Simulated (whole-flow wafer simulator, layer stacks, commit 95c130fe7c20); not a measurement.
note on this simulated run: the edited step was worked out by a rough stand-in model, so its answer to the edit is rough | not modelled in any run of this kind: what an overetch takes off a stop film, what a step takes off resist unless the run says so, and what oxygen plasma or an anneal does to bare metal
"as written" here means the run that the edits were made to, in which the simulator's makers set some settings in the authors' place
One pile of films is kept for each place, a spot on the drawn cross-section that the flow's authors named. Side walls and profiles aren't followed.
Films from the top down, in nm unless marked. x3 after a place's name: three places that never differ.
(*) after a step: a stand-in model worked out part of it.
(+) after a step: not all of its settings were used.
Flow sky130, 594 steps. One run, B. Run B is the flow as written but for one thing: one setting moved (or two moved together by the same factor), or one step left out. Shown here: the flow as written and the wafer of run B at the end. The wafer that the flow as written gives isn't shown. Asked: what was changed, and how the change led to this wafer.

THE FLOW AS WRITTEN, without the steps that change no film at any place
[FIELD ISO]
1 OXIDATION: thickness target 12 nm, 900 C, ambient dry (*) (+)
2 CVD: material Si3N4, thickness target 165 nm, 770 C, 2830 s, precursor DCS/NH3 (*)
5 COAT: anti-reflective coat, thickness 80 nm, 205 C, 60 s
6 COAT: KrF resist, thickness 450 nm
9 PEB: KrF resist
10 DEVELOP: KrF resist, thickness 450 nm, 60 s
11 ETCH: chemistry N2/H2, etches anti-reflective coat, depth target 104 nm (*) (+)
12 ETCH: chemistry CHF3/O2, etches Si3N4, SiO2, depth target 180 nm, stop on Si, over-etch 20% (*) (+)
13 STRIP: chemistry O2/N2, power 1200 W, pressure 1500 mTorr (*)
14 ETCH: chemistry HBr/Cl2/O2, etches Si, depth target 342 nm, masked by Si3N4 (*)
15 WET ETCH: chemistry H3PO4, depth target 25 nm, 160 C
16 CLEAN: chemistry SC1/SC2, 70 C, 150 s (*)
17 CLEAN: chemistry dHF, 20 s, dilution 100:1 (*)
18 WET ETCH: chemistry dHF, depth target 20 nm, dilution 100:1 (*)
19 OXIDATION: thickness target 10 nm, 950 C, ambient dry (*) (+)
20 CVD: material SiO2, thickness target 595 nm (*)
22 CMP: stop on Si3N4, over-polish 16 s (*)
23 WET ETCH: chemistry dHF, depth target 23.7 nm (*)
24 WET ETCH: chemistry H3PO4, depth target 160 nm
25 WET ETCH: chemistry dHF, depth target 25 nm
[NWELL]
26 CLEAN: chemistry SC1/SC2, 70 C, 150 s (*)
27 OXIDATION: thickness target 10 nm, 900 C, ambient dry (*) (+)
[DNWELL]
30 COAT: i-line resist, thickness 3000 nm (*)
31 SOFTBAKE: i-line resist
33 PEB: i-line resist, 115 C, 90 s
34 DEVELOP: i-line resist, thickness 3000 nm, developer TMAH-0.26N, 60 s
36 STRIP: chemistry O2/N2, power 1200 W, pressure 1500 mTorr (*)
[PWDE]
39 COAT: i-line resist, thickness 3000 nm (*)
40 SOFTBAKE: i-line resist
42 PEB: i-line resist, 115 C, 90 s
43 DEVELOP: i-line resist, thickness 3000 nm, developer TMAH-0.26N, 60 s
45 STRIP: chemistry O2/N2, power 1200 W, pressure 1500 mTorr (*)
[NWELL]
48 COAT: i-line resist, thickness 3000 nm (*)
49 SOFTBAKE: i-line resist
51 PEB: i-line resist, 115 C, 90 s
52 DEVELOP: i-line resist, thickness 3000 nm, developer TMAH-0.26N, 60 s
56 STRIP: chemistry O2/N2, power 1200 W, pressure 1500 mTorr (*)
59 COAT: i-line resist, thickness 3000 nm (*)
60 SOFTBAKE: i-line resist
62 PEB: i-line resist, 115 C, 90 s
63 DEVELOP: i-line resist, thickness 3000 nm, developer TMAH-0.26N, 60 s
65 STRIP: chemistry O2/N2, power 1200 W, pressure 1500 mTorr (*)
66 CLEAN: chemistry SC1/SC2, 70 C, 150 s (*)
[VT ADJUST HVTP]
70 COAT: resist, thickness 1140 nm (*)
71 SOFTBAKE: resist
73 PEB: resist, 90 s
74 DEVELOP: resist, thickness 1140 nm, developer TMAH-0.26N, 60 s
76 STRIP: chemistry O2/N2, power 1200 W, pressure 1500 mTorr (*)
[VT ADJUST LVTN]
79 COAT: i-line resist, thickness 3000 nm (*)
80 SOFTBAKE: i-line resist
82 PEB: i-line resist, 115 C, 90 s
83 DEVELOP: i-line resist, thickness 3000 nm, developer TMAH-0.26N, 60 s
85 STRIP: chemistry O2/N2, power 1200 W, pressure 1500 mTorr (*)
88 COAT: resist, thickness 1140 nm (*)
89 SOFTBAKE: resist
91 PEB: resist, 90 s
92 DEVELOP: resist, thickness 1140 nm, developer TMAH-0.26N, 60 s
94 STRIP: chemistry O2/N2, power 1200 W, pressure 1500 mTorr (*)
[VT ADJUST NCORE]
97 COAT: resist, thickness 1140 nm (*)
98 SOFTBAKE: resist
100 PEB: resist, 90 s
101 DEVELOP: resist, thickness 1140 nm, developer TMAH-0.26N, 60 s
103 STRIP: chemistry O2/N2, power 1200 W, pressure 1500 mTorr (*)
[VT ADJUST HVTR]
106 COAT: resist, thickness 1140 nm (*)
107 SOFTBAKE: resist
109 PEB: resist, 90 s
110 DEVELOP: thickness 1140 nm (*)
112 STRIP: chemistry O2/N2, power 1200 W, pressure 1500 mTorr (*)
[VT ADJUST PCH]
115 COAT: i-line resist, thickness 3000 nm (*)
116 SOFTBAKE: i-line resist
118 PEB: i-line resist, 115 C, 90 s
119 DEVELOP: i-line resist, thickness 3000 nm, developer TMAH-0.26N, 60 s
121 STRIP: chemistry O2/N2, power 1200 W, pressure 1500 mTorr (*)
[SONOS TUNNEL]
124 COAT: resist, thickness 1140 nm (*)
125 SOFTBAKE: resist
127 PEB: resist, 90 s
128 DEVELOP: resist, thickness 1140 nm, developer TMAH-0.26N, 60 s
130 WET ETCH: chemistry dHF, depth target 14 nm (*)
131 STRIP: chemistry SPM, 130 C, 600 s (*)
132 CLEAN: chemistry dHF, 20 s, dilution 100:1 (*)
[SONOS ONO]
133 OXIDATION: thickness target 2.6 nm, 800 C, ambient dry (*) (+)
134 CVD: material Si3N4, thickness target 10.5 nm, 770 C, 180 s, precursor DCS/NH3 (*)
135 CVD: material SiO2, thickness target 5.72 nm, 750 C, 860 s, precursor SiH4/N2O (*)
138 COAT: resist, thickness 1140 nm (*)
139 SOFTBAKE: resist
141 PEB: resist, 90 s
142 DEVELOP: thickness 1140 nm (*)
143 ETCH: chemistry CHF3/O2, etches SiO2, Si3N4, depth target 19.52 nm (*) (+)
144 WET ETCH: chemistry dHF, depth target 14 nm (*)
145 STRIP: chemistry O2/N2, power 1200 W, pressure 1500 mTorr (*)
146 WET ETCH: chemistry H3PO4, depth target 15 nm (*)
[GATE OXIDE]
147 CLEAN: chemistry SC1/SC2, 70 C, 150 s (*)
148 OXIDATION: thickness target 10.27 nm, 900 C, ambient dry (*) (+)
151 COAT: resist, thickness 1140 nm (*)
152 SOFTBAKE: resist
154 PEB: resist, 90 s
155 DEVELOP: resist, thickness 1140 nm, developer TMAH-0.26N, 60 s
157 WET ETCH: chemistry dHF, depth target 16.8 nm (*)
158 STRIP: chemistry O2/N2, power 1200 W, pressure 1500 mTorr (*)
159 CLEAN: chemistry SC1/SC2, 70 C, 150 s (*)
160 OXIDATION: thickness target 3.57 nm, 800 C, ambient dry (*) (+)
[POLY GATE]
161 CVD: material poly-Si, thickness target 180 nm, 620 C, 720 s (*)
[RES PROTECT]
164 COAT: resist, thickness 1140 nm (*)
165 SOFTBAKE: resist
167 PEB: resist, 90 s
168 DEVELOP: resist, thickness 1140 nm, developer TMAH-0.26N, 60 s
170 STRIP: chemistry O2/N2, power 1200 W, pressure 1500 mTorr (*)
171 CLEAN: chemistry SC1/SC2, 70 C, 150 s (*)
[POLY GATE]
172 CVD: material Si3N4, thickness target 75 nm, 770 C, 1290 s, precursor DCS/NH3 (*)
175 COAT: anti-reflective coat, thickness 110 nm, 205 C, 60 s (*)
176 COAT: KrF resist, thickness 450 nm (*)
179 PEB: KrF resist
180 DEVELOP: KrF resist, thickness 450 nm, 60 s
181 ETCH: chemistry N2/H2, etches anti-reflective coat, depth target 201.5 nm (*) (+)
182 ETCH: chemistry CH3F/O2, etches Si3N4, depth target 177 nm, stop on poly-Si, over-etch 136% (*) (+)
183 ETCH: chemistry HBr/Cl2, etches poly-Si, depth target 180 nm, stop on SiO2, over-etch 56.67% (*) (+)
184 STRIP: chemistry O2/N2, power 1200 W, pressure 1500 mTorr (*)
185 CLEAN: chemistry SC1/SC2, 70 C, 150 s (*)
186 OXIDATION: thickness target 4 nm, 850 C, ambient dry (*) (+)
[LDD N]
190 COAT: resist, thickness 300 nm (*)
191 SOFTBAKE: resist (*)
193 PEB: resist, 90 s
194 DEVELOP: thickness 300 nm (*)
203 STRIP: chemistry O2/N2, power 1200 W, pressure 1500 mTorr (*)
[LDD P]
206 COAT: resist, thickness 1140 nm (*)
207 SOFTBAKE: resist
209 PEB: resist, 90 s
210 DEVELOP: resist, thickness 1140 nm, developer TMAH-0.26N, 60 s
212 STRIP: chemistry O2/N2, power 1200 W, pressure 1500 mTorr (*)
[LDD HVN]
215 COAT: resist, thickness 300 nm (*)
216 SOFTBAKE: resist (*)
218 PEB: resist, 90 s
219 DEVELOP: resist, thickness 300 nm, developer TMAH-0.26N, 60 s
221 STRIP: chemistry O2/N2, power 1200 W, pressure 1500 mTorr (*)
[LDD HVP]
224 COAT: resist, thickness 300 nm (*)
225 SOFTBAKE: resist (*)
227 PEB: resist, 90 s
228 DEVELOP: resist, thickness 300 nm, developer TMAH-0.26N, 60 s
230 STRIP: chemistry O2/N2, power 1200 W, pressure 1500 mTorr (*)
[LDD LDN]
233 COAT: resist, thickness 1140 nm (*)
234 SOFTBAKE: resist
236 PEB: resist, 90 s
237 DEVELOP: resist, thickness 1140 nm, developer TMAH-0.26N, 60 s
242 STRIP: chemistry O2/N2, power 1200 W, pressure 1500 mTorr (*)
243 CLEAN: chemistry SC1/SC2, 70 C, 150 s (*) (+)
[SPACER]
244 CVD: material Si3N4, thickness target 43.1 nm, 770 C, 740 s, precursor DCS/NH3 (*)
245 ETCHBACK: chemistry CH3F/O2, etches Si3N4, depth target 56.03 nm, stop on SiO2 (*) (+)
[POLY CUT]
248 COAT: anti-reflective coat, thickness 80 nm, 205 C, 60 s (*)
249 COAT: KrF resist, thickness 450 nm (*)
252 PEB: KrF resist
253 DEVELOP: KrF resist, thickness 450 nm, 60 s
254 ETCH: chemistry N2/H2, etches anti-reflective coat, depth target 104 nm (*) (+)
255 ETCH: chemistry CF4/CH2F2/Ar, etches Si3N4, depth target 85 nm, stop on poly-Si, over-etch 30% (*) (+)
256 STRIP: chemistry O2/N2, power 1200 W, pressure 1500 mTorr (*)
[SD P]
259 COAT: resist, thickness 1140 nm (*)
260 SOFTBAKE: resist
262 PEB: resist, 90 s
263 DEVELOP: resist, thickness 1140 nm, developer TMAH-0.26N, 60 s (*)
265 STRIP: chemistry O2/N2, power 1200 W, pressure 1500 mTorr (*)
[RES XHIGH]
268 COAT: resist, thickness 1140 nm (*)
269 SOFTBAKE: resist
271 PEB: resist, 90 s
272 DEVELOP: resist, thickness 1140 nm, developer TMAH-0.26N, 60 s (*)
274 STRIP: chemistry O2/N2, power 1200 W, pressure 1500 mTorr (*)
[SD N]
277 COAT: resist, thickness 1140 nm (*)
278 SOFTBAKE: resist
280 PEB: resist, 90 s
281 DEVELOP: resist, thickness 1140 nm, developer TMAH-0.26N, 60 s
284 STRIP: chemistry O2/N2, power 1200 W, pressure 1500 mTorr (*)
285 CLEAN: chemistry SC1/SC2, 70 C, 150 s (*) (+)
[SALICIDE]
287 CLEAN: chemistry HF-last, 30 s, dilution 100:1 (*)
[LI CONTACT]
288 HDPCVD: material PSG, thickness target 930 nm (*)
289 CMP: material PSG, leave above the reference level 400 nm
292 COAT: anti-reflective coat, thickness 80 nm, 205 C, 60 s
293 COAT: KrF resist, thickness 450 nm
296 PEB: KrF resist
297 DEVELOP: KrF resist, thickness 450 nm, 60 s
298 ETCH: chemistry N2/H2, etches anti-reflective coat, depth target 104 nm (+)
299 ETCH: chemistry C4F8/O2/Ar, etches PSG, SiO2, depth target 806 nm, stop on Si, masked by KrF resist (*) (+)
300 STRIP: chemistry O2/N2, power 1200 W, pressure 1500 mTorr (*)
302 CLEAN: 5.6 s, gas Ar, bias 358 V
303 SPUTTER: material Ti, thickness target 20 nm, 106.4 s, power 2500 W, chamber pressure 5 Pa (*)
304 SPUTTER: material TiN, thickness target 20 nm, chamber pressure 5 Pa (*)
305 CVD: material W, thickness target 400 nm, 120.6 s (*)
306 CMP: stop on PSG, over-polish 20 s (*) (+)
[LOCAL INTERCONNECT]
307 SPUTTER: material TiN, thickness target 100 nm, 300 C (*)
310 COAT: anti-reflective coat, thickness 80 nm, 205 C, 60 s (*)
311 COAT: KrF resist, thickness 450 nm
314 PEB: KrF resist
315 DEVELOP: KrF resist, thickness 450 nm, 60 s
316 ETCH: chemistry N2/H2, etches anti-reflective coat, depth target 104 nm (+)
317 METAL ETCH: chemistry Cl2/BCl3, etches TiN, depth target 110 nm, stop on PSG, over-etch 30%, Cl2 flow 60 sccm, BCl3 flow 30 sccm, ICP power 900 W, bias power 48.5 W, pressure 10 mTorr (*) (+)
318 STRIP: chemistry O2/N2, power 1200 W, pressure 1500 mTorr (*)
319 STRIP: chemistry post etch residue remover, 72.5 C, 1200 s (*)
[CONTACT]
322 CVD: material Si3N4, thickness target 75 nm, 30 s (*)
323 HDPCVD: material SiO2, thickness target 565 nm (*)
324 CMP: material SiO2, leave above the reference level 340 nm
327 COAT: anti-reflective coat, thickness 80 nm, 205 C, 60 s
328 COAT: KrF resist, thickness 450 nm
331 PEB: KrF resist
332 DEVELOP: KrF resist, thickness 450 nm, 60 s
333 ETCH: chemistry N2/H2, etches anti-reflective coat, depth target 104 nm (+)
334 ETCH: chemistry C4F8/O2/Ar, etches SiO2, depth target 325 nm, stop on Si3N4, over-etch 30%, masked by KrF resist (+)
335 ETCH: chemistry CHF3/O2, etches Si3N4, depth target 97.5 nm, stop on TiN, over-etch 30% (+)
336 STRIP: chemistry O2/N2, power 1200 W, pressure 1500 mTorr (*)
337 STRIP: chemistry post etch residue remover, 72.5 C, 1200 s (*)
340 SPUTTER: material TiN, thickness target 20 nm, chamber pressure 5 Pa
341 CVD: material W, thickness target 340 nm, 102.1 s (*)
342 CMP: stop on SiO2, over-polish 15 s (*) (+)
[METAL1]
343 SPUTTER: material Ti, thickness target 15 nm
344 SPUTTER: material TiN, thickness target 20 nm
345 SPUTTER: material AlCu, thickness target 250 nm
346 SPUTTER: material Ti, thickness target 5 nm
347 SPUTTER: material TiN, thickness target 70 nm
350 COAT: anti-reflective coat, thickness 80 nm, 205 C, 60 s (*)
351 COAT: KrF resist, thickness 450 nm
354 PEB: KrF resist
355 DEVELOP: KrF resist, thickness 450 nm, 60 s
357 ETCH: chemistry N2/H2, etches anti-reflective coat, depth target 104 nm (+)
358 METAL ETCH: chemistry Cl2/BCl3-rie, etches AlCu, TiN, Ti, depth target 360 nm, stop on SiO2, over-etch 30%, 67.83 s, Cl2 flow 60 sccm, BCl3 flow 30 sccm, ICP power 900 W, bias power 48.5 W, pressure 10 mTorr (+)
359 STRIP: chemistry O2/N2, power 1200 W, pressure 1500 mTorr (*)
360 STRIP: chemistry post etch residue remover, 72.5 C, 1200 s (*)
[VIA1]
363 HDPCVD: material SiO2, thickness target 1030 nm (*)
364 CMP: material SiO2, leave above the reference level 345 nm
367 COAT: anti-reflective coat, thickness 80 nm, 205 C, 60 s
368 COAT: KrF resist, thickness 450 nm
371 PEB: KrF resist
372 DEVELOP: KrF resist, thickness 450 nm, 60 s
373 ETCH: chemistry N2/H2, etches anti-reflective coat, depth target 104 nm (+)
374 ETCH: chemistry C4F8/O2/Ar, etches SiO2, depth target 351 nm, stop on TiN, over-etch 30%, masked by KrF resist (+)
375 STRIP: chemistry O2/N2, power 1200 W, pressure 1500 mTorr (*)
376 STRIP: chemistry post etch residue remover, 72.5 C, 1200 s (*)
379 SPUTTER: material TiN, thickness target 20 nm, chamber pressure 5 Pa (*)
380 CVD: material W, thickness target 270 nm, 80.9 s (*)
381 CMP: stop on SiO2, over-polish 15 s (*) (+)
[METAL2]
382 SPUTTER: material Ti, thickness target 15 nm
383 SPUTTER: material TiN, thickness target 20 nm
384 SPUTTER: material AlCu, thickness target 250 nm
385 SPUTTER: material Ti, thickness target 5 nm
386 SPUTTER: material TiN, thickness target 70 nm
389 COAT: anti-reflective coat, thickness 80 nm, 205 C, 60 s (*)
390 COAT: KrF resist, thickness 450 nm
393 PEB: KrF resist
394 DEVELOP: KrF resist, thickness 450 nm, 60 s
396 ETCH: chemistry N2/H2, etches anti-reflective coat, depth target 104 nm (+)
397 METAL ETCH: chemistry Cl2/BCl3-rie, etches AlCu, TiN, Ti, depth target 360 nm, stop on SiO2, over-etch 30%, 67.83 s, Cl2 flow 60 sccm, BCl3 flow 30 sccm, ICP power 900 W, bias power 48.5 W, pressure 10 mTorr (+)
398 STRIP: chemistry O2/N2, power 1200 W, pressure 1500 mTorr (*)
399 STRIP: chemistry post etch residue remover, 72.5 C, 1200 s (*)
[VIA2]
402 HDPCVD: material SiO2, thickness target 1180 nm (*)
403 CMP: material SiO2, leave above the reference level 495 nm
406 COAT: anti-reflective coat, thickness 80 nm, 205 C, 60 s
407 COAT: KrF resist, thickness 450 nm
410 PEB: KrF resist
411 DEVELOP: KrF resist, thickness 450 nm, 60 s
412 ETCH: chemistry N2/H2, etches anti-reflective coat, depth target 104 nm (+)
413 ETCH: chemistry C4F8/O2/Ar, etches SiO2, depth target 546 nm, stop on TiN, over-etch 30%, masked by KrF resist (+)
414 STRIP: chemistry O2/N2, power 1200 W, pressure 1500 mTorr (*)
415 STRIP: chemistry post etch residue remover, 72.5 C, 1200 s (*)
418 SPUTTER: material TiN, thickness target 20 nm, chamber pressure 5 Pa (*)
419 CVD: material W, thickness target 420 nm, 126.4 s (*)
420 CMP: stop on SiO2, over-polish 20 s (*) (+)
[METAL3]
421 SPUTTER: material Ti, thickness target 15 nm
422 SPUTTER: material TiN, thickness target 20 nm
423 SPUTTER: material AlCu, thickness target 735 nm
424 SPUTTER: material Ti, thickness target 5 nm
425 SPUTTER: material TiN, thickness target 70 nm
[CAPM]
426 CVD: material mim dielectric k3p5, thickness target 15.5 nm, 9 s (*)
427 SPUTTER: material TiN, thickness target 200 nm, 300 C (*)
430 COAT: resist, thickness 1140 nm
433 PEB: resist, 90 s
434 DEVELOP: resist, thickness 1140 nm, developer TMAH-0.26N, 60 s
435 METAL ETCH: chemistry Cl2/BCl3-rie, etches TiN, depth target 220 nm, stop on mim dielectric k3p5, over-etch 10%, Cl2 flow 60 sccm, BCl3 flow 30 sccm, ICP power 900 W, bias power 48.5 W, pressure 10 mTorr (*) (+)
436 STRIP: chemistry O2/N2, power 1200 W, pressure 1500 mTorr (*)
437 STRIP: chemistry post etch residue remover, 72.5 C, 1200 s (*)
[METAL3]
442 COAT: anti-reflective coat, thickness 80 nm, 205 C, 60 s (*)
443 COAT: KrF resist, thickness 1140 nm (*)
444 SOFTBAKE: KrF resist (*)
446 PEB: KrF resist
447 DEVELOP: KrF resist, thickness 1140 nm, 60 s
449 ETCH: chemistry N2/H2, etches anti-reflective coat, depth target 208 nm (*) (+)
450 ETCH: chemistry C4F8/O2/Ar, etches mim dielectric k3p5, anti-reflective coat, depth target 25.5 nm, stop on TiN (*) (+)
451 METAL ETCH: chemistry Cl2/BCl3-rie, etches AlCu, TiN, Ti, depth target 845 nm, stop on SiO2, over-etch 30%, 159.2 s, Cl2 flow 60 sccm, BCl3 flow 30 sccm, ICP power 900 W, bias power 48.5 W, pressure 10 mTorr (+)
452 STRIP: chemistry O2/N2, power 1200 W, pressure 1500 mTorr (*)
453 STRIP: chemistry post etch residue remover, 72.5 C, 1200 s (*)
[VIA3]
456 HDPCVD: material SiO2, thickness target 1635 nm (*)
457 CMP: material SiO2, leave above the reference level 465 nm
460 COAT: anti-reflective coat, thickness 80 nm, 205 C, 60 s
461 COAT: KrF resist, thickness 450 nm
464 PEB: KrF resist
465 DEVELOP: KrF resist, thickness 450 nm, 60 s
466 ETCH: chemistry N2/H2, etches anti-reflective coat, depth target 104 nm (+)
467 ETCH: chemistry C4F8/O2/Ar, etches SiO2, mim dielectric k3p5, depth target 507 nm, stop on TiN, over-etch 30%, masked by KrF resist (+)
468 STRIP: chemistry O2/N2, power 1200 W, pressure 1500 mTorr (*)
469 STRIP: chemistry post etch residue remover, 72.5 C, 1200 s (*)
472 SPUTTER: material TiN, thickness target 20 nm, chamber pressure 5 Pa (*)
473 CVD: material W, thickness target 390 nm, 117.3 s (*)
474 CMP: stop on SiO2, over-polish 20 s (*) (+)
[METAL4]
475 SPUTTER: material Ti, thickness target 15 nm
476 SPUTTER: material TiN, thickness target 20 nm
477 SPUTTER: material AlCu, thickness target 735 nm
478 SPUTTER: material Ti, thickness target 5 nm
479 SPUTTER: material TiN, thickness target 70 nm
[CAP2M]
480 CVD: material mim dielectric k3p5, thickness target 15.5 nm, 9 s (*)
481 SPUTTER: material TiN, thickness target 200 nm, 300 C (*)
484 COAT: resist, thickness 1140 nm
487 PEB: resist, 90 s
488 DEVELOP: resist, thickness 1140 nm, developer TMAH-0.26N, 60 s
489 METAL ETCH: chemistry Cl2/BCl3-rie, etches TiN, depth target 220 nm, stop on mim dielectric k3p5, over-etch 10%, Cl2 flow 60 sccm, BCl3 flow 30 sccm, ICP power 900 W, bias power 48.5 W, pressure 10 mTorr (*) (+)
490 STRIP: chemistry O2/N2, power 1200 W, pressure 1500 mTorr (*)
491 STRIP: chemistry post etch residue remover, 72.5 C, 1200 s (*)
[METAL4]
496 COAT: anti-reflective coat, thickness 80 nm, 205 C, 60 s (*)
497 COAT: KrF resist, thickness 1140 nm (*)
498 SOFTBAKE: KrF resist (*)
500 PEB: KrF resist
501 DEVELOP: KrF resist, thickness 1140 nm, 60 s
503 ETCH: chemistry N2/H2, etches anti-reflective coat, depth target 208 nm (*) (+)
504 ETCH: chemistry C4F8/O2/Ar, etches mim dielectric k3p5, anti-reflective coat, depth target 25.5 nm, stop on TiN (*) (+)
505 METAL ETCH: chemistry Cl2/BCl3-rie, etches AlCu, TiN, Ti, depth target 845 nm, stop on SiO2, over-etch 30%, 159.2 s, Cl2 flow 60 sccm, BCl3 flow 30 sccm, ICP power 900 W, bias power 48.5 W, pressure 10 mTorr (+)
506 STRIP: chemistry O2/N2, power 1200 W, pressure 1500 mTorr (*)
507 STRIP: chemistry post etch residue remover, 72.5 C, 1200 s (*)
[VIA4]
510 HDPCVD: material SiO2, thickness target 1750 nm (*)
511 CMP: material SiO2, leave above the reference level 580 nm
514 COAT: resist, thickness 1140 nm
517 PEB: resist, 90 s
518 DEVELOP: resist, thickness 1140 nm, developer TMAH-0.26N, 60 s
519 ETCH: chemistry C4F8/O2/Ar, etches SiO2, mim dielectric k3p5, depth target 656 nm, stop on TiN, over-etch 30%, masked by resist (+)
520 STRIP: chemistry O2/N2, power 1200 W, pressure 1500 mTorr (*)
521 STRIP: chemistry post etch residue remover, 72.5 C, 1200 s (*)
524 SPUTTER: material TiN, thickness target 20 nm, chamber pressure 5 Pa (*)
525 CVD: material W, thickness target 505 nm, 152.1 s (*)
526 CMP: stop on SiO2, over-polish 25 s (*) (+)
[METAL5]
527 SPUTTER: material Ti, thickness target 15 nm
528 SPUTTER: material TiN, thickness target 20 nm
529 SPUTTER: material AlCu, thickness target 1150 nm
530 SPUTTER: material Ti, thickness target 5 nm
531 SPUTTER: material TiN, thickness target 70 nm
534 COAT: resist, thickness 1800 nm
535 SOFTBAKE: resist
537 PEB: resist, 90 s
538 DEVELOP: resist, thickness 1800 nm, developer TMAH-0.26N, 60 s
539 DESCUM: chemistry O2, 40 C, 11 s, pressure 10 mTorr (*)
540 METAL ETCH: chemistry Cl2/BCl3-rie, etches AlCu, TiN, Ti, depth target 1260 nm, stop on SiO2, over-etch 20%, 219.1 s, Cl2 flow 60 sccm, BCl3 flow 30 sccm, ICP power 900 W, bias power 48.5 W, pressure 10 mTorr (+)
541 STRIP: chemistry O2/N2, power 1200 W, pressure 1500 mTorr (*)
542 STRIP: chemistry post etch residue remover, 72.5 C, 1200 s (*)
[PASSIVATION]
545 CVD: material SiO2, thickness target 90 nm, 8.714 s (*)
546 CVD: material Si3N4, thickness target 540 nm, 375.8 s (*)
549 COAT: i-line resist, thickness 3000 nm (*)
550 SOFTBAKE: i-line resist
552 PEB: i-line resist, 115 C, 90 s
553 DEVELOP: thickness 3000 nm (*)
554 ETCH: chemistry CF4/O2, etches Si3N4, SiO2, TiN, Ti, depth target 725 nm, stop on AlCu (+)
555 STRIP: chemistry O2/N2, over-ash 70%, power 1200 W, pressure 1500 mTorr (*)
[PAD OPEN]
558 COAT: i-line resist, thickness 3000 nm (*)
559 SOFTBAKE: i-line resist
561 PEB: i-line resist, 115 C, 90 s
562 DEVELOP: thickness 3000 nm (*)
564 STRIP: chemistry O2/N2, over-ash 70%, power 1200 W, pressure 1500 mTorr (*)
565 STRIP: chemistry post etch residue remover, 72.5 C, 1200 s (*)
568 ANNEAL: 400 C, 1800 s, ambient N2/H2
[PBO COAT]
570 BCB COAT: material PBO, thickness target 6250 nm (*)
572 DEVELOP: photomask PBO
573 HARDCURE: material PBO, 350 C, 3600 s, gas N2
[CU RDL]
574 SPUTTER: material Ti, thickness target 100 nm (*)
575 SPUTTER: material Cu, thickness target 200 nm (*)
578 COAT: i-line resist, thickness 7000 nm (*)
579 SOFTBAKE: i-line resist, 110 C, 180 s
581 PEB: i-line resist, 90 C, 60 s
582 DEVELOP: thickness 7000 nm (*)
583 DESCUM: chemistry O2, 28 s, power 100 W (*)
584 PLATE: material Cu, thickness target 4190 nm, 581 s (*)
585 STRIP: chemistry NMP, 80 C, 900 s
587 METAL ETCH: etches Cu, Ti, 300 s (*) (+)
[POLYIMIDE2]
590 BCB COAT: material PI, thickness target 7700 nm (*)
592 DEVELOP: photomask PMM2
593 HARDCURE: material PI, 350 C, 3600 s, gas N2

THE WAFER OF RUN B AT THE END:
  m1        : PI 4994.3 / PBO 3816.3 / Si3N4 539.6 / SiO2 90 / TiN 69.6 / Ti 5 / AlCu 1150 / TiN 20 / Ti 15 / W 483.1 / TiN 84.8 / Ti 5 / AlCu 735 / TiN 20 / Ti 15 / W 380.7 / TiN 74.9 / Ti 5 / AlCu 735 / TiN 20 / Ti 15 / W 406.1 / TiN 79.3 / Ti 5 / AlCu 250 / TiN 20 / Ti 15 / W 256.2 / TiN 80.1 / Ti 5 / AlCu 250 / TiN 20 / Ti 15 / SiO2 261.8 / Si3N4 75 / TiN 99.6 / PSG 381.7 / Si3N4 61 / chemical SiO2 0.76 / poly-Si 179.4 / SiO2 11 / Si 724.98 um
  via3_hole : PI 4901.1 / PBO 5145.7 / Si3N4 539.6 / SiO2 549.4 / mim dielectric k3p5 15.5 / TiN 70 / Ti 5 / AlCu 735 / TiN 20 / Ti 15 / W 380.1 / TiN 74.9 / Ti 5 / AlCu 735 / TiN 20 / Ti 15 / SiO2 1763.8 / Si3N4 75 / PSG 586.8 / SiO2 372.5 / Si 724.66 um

The cause: step 472, SPUTTER: thickness target 10 nm was run, where the flow has thickness target 20 nm.

How the change led to this, step by step:
  472 SPUTTER: material TiN, thickness target 20 nm, chamber pressure 5 Pa (*)
      field, active, n_well and 187 more: TiN +10 (new film) (as written it would be: TiN +20 (new film))
      m1, via3_hole: TiN +5.3 (as written it would be: TiN +10.6)
  474 CMP: stop on SiO2, over-polish 20 s (*) (+)
      field, active, n_well and 187 more: W -390 (all of it), TiN -10 (all of it), SiO2 -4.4 (as written it would be: W -390 (all of it), TiN -20 (all of it), SiO2 -4.4)
      m1, via3_hole: W -405 (as written it would be: W -415)
